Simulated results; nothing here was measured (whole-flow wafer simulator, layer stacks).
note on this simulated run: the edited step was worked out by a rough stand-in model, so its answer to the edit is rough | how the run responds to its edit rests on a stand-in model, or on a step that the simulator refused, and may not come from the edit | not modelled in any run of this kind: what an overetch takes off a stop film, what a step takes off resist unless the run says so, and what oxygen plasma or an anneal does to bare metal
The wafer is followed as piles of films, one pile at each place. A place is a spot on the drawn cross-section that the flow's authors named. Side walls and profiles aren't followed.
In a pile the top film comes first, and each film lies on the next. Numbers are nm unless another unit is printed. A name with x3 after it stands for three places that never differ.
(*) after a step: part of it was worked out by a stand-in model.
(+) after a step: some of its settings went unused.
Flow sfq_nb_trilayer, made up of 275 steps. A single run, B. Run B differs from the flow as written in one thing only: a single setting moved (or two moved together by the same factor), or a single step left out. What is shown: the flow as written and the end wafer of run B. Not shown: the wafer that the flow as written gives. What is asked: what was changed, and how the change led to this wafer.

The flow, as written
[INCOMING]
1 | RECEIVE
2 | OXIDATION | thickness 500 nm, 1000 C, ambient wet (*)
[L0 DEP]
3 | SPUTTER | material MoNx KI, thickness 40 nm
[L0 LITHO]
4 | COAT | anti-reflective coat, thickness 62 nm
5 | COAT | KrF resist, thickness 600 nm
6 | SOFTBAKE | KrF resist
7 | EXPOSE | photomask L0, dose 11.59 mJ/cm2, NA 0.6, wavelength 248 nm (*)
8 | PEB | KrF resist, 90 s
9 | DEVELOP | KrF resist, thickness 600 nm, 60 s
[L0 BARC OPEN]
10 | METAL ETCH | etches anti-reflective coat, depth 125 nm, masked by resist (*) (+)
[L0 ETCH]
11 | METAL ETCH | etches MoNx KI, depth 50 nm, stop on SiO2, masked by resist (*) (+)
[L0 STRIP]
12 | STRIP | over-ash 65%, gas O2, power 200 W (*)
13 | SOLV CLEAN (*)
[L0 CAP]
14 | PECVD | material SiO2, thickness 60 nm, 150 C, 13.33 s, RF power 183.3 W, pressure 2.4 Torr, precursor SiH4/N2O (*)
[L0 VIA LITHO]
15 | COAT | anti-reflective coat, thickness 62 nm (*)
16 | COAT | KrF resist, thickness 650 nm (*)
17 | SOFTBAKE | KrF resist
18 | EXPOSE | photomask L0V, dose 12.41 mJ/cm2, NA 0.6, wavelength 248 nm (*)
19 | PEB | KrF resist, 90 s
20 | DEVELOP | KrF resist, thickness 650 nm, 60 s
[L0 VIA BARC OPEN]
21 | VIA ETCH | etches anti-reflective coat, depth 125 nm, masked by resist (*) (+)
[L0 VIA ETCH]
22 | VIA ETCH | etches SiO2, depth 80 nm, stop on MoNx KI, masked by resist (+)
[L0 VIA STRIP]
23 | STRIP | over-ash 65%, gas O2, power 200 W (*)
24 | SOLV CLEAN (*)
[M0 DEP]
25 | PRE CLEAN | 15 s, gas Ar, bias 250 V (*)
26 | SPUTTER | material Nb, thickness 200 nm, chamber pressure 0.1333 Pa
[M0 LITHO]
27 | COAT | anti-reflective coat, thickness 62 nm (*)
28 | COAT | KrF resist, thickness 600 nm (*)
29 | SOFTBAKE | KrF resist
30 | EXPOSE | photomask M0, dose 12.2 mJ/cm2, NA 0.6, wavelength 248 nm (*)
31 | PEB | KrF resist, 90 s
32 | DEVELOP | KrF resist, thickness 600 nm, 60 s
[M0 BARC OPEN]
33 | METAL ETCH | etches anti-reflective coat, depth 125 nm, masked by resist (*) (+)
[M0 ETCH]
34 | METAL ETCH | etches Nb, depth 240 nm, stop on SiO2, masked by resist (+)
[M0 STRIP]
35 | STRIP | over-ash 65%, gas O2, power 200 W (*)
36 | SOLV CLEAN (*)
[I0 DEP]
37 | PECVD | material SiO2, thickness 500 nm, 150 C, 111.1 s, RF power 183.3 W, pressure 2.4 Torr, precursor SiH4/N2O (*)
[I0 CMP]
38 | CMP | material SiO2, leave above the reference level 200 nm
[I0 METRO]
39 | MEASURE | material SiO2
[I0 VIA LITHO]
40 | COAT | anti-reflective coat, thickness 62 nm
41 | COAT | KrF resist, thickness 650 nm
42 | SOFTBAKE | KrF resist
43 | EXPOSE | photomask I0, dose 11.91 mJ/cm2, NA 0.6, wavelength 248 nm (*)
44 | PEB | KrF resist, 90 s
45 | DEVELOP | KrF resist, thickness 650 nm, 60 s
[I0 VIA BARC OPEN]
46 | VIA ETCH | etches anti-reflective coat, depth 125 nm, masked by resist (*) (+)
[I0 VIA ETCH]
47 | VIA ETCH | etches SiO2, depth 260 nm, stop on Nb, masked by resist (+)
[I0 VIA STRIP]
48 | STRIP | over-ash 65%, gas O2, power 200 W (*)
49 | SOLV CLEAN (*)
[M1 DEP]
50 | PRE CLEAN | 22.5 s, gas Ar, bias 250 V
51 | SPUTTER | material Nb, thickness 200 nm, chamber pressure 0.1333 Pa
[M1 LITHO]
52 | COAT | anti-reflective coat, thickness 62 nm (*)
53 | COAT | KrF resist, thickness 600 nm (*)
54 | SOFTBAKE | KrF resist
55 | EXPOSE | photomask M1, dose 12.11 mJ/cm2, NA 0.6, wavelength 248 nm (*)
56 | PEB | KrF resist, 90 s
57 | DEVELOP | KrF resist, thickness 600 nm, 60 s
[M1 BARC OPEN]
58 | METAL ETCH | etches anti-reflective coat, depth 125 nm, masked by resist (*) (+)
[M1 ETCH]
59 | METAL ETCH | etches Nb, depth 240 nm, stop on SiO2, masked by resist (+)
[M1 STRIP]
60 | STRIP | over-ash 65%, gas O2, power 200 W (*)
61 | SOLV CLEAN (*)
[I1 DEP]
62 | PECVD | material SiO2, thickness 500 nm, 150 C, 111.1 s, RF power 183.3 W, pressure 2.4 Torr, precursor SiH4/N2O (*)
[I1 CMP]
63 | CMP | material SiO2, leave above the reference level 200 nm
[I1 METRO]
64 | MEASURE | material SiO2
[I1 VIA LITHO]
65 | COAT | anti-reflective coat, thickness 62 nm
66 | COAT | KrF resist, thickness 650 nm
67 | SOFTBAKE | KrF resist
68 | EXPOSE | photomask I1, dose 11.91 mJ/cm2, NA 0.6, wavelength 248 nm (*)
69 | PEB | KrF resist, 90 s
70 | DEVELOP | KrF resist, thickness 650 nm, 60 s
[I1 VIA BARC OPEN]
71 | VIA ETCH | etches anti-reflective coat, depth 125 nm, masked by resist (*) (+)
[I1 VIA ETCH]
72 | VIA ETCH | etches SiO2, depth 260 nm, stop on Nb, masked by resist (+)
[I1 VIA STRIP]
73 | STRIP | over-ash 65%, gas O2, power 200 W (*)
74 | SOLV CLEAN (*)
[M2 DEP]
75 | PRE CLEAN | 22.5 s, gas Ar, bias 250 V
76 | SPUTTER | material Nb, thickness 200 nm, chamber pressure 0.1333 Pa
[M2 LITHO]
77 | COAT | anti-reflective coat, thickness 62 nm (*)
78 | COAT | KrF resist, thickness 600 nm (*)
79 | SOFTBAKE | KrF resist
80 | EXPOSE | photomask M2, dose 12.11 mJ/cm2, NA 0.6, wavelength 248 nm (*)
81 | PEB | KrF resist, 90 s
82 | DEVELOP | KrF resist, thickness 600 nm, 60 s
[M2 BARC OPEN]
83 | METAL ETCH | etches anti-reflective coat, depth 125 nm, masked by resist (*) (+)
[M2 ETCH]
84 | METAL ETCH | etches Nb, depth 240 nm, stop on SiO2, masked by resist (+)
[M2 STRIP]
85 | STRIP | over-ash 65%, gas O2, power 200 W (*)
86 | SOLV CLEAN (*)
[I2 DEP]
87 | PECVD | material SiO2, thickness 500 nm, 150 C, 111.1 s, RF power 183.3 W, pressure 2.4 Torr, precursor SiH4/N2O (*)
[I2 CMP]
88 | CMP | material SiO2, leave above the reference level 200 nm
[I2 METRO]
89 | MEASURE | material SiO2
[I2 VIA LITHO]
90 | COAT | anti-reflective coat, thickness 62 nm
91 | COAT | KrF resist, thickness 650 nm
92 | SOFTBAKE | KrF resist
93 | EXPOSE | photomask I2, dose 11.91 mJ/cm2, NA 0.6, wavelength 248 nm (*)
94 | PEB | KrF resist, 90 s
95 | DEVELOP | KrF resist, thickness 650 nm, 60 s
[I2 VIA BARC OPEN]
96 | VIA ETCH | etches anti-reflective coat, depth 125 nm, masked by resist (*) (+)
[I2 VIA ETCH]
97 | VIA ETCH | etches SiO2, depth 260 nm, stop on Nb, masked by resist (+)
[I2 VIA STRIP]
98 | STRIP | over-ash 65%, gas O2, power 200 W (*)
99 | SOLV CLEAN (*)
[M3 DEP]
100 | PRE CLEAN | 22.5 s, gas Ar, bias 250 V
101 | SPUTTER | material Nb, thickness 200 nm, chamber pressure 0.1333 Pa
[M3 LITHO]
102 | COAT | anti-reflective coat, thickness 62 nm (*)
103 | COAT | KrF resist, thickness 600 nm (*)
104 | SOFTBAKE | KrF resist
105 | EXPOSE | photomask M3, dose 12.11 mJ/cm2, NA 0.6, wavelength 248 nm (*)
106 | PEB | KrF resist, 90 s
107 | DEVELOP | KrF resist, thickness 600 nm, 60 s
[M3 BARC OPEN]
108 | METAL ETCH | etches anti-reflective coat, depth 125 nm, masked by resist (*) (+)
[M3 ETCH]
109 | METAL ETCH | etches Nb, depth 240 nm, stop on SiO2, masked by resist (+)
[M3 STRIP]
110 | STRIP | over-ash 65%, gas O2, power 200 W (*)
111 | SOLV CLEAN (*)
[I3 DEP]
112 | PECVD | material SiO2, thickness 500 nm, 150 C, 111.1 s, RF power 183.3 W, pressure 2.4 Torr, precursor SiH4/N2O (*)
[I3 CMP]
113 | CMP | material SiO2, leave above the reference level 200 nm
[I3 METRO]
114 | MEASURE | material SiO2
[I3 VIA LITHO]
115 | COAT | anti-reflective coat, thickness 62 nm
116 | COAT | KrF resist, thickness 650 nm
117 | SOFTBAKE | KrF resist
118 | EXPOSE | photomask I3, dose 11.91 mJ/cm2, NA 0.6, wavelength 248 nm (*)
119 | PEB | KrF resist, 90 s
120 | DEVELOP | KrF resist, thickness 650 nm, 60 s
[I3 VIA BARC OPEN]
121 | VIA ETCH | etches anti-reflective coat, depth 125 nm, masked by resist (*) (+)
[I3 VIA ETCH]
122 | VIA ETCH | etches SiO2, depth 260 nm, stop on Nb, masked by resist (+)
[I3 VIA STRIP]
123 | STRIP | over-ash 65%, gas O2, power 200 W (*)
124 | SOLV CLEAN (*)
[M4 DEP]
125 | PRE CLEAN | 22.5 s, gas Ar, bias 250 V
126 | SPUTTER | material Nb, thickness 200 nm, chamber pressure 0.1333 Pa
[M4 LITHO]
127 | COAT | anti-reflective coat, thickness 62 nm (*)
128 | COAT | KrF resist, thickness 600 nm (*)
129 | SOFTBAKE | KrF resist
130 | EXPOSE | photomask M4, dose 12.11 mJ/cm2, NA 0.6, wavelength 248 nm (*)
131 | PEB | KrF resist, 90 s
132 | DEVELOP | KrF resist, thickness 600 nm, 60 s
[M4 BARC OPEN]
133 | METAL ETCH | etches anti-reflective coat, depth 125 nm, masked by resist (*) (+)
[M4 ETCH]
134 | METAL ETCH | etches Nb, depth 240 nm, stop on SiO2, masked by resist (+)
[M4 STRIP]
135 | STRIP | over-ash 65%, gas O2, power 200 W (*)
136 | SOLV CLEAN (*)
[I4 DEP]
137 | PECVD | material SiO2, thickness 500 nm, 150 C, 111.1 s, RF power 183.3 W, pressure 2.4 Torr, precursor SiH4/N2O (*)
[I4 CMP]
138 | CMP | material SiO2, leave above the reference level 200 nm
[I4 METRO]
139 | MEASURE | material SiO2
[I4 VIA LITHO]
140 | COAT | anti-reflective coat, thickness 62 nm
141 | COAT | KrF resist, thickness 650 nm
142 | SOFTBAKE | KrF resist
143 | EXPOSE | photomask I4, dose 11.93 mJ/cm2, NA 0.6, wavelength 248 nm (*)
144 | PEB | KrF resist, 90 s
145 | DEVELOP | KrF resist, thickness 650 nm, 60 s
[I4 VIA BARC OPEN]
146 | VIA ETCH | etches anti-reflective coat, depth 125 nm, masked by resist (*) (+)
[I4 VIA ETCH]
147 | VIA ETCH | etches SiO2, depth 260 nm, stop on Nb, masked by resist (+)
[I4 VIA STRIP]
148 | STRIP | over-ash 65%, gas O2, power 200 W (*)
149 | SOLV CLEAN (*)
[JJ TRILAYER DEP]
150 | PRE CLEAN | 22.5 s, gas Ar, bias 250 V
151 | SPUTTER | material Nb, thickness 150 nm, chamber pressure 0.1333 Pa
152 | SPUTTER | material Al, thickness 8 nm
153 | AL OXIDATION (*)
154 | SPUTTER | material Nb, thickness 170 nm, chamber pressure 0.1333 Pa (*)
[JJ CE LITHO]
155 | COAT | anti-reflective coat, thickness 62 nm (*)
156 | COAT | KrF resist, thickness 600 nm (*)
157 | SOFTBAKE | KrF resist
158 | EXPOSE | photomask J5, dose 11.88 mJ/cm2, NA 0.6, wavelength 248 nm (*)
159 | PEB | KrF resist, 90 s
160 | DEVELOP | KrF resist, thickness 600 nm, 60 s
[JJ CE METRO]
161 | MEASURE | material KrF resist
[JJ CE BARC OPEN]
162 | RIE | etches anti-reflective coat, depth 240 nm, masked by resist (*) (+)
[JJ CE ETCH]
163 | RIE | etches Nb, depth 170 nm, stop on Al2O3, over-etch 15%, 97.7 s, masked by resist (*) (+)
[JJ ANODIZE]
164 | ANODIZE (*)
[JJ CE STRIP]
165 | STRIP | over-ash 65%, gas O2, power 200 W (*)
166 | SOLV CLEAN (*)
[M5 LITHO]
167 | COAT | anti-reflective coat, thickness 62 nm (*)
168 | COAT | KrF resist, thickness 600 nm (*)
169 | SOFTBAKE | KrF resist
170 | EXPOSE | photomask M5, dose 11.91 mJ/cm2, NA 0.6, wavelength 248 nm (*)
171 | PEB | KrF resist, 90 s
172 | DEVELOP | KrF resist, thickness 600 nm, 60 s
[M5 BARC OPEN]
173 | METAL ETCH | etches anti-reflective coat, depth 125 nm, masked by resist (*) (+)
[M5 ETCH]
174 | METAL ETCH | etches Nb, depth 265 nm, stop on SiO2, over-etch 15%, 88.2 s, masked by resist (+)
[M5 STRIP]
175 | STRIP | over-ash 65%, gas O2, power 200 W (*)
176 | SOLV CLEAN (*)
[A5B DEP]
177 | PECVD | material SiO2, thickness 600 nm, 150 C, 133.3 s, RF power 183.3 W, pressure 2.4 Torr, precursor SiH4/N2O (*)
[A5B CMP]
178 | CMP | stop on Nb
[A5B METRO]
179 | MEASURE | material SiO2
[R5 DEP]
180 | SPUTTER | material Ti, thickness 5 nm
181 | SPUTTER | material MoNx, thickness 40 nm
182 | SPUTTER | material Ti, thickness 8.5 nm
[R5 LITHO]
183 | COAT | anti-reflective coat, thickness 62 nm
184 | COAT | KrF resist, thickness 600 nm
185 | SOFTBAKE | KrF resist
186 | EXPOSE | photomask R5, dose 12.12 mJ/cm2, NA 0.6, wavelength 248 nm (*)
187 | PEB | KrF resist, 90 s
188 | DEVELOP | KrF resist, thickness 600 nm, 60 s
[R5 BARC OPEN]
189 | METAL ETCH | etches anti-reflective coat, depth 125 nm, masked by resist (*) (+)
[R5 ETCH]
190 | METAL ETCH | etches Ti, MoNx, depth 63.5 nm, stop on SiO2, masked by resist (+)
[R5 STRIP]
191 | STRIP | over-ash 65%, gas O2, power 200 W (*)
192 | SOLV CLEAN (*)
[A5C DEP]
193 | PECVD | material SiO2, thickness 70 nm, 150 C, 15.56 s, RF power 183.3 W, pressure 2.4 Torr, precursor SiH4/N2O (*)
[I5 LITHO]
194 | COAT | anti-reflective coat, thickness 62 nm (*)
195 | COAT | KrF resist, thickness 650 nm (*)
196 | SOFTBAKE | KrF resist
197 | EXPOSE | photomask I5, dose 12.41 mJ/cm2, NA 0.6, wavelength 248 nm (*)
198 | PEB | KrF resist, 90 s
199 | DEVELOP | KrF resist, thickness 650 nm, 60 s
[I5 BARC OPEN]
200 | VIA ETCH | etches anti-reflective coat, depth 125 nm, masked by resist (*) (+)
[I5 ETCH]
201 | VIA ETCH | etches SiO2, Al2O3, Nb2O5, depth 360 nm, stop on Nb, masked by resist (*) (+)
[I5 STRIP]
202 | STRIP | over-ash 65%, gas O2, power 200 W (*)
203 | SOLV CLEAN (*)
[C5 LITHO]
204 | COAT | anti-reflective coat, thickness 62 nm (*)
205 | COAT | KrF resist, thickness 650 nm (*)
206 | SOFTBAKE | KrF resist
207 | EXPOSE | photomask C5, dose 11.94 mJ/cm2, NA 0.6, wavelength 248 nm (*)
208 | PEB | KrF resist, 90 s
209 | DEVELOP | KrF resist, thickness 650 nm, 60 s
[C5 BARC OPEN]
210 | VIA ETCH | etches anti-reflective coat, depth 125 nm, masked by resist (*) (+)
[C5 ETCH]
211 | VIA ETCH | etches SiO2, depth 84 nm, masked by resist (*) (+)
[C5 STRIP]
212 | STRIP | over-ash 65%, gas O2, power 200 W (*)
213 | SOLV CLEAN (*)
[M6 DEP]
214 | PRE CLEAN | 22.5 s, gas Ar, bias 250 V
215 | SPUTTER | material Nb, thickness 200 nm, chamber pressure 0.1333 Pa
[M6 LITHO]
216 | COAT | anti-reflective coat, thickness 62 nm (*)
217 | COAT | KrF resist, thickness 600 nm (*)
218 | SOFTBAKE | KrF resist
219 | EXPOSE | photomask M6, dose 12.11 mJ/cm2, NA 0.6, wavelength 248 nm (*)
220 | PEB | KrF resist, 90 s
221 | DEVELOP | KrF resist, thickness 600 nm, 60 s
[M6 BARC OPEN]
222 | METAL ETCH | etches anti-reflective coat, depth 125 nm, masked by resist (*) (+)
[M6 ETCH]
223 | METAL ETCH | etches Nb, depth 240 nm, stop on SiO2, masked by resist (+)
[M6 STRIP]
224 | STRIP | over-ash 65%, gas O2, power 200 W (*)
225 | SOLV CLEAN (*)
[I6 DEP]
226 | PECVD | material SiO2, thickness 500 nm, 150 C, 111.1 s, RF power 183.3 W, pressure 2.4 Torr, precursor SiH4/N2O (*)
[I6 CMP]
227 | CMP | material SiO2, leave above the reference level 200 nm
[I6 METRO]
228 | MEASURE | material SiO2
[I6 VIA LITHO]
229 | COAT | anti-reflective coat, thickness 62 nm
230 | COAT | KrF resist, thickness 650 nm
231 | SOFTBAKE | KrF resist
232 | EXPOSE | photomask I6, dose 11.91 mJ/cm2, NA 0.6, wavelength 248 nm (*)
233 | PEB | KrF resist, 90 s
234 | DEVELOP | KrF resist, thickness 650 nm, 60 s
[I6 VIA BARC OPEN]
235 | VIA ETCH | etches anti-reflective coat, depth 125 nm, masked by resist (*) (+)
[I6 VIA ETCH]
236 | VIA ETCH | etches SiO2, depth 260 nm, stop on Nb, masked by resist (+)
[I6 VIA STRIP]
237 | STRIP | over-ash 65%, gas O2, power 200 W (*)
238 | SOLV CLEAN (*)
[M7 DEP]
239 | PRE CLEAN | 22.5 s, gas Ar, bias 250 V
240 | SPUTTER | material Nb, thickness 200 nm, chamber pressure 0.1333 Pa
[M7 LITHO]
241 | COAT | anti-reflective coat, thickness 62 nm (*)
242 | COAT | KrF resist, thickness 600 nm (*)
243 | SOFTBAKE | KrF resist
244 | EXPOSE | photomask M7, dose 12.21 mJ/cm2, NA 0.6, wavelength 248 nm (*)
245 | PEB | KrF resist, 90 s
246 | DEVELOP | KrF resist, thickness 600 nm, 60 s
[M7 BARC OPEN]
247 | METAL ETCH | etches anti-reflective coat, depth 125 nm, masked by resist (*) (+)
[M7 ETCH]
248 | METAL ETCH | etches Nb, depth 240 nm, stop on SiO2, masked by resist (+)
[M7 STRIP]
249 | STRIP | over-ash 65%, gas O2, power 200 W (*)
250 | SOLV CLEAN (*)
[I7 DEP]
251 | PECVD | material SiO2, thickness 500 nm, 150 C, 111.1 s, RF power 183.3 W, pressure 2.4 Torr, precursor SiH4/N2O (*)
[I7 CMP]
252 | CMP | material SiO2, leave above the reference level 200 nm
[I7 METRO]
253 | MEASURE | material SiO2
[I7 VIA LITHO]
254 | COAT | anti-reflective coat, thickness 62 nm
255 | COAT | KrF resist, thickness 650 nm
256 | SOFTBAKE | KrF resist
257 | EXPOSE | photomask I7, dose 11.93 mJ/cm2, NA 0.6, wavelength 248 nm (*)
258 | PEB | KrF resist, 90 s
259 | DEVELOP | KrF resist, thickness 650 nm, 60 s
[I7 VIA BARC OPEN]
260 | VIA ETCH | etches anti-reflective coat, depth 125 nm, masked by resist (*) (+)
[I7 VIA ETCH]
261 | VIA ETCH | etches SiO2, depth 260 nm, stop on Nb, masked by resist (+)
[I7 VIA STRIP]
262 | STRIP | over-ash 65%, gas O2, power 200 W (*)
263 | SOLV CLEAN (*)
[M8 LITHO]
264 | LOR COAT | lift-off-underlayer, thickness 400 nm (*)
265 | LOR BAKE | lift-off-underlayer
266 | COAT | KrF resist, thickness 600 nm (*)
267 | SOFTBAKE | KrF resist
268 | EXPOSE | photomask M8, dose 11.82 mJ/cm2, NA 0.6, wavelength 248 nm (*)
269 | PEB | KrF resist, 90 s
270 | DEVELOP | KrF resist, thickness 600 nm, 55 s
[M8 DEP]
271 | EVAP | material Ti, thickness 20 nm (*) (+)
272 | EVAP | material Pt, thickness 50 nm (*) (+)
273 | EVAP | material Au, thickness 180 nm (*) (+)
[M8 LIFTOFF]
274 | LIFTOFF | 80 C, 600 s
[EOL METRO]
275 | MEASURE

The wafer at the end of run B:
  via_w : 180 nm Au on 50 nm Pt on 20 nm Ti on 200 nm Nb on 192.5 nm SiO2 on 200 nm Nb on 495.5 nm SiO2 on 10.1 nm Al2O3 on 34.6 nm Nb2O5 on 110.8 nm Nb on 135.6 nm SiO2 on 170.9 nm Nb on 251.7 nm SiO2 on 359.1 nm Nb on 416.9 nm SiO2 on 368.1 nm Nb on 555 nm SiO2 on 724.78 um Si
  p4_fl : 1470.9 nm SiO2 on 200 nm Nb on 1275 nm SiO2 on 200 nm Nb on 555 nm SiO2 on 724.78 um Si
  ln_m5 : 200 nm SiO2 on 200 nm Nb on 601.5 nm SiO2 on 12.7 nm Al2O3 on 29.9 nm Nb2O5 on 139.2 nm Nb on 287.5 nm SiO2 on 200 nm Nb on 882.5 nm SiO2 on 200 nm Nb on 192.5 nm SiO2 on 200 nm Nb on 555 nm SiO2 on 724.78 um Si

What caused this: step 112, PECVD: thickness 305 nm was run, whereas the flow has thickness 500 nm; step 112, PECVD: 67.78 s was run, where the flow has 111.1 s.

Step by step, how the change led to this:
  112 | PECVD | material SiO2, thickness 500 nm, 150 C, 111.1 s, RF power 183.3 W, pressure 2.4 Torr, precursor SiH4/N2O (*)
      field_l, be, be_sur and 64 more: SiO2 gains 305 (in the flow as written it would be: SiO2 gains 500)
      v_sur, via_wl, via_wr and 27 more: SiO2 gains 305 (new film) (in the flow as written it would be: SiO2 gains 500 (new film))
      (and at 9 other places as well)
  113 | CMP | material SiO2, leave above the reference level 200 nm
      field_l, be, be_sur and 64 more: nothing (in the flow as written it would be: SiO2 loses 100)
      p4_g1, p4_g2, p3_s0, p3_s1, p3_s2, p3_s3, p3_s4, p3_s5: nothing (in the flow as written it would be: SiO2 loses 157.1)
      (and at 31 other places as well)
  115 | COAT | anti-reflective coat, thickness 62 nm
      gap, m0r_line_l, m0r_line_r, m6r_line_l, m6r_line_r, m7r_line_l, m7r_line_r: anti-reflective coat gains 63.5 (new film) (in the flow as written it would be: anti-reflective coat gains 62 (new film))
      m0r_space_l, m0r_space_r, m6r_space_l, m6r_space_r, m7r_space_l, m7r_space_r: anti-reflective coat gains 75.1 (new film) (in the flow as written it would be: anti-reflective coat gains 62 (new film))
      (and at 75 other places as well)
  116 | COAT | KrF resist, thickness 650 nm
      m0r_line_l, m0r_line_r, m6r_line_l, m6r_line_r, m7r_line_l, m7r_line_r: KrF resist gains 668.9 (new film) (in the flow as written it would be: KrF resist gains 650 (new film))
      p4_fl, p3_s3: KrF resist gains 666.8 (new film) (in the flow as written it would be: KrF resist gains 650 (new film))
      (and at 50 other places as well)
  120 | DEVELOP | KrF resist, thickness 650 nm, 60 s
      via_v: KrF resist loses 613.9 (all of it) (in the flow as written it would be: KrF resist loses 648.6 (all of it))
  121 | VIA ETCH | etches anti-reflective coat, depth 125 nm, masked by resist (*) (+)
      field_l, v_sur, via_wl and 102 more: KrF resist loses 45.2 (in the flow as written it would be: KrF resist loses 51.7)
      via_v: anti-reflective coat loses 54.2 (all of it), SiO2 loses 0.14 (in the flow as written it would be: anti-reflective coat loses 62 (all of it), SiO2 loses 0.16)
  123 | STRIP | over-ash 65%, gas O2, power 200 W (*)
      m0r_line_l, m0r_line_r, m6r_line_l, m6r_line_r, m7r_line_l, m7r_line_r: KrF resist loses 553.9 (all of it), anti-reflective coat loses 63.5 (all of it) (in the flow as written it would be: KrF resist loses 528.6 (all of it), anti-reflective coat loses 62 (all of it))
      m0r_space_l, m0r_space_r, m6r_space_l, m6r_space_r, m7r_space_l, m7r_space_r: KrF resist loses 546.3 (all of it), anti-reflective coat loses 75.1 (all of it) (in the flow as written it would be: KrF resist loses 528.6 (all of it), anti-reflective coat loses 62 (all of it))
      (and at 87 other places as well)
  126 | SPUTTER | material Nb, thickness 200 nm, chamber pressure 0.1333 Pa
      via_w: Nb gains 170.9 (new film) (in the flow as written it would be: Nb gains 200 (new film))
  127 | COAT | anti-reflective coat, thickness 62 nm (*)
      p3_l1, p3_l2, p3_l3, p3_l4: anti-reflective coat gains 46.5 (new film) (in the flow as written it would be: anti-reflective coat gains 62 (new film))
      wl_g_sr, m0r_space_r, m6r_space_r, m7r_space_r: anti-reflective coat gains 72.9 (new film) (in the flow as written it would be: anti-reflective coat gains 62 (new film))
      (and at 79 other places as well)
  128 | COAT | KrF resist, thickness 600 nm (*)
      m0r_line_l, m6r_line_l, m7r_line_l: KrF resist gains 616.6 (new film) (in the flow as written it would be: KrF resist gains 600 (new film))
      m0r_line_r, m6r_line_r, m7r_line_r: KrF resist gains 616.8 (new film) (in the flow as written it would be: KrF resist gains 600 (new film))
      (and at 55 other places as well)
  132 | DEVELOP | KrF resist, thickness 600 nm, 60 s
      m0r_line_l, m6r_line_l, m7r_line_l: KrF resist loses 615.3 (all of it) (in the flow as written it would be: KrF resist loses 598.7 (all of it))
      m0r_line_r, m6r_line_r, m7r_line_r: KrF resist loses 615.5 (all of it) (in the flow as written it would be: KrF resist loses 598.7 (all of it))
      (and at 26 other places as well)
  133 | METAL ETCH | etches anti-reflective coat, depth 125 nm, masked by resist (*) (+)
      v_sur, via_wl, via_w and 36 more: KrF resist loses 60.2 (in the flow as written it would be: KrF resist loses 51.7)
      wl_g_sr, m0r_space_r, m6r_space_r, m7r_space_r: anti-reflective coat loses 72.9 (all of it) (in the flow as written it would be: anti-reflective coat loses 62 (all of it))
      (and at 47 other places as well)
  135 | STRIP | over-ash 65%, gas O2, power 200 W (*)
      v_sur: KrF resist loses 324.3 (all of it), anti-reflective coat loses 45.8 (all of it) (in the flow as written it would be: KrF resist loses 379.9 (all of it), anti-reflective coat loses 61.4 (all of it))
      via_wl: KrF resist loses 329.8 (all of it), anti-reflective coat loses 41.1 (all of it) (in the flow as written it would be: KrF resist loses 379.4 (all of it), anti-reflective coat loses 61.3 (all of it))
      (and at 34 other places as well)
  137 | PECVD | material SiO2, thickness 500 nm, 150 C, 111.1 s, RF power 183.3 W, pressure 2.4 Torr, precursor SiH4/N2O (*)
      p3_s0, p3_s1, p3_s2, p3_s3, p3_s4, p3_s5: SiO2 gains 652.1 (in the flow as written it would be: SiO2 gains 557.1)
      via_w: SiO2 gains 560.3 (new film) (in the flow as written it would be: SiO2 gains 500 (new film))
  138 | CMP | material SiO2, leave above the reference level 200 nm
      lsp_r, l0_sur, l0v: nothing (in the flow as written it would be: SiO2 loses 91.9)
      field_l, be, be_sur and 55 more: SiO2 loses 5 (in the flow as written it would be: SiO2 loses 100)
      (and at 9 other places as well)
  147 | VIA ETCH | etches SiO2, depth 260 nm, stop on Nb, masked by resist (+)
      via_w: SiO2 loses 260 (in the flow as written it would be: SiO2 loses 199.8 (all of it))
  ... another 14 steps ...
  178 | CMP | stop on Nb
      via_w: SiO2 loses 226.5 (in the flow as written it would be: SiO2 loses 235.2)
With metal films that touch counted as one body, via_w has 6 bodies (between them, from the top down: SiO2 192.5; SiO2 495.5 / Al2O3 10.1 / Nb2O5 34.6; SiO2 135.6; SiO2 251.7; SiO2 416.9); the flow as written gives 5 bodies (between them, from the top down: SiO2 192.5; SiO2 427.3 / Al2O3 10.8 / Nb2O5 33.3; SiO2 425.9; SiO2 416.9).
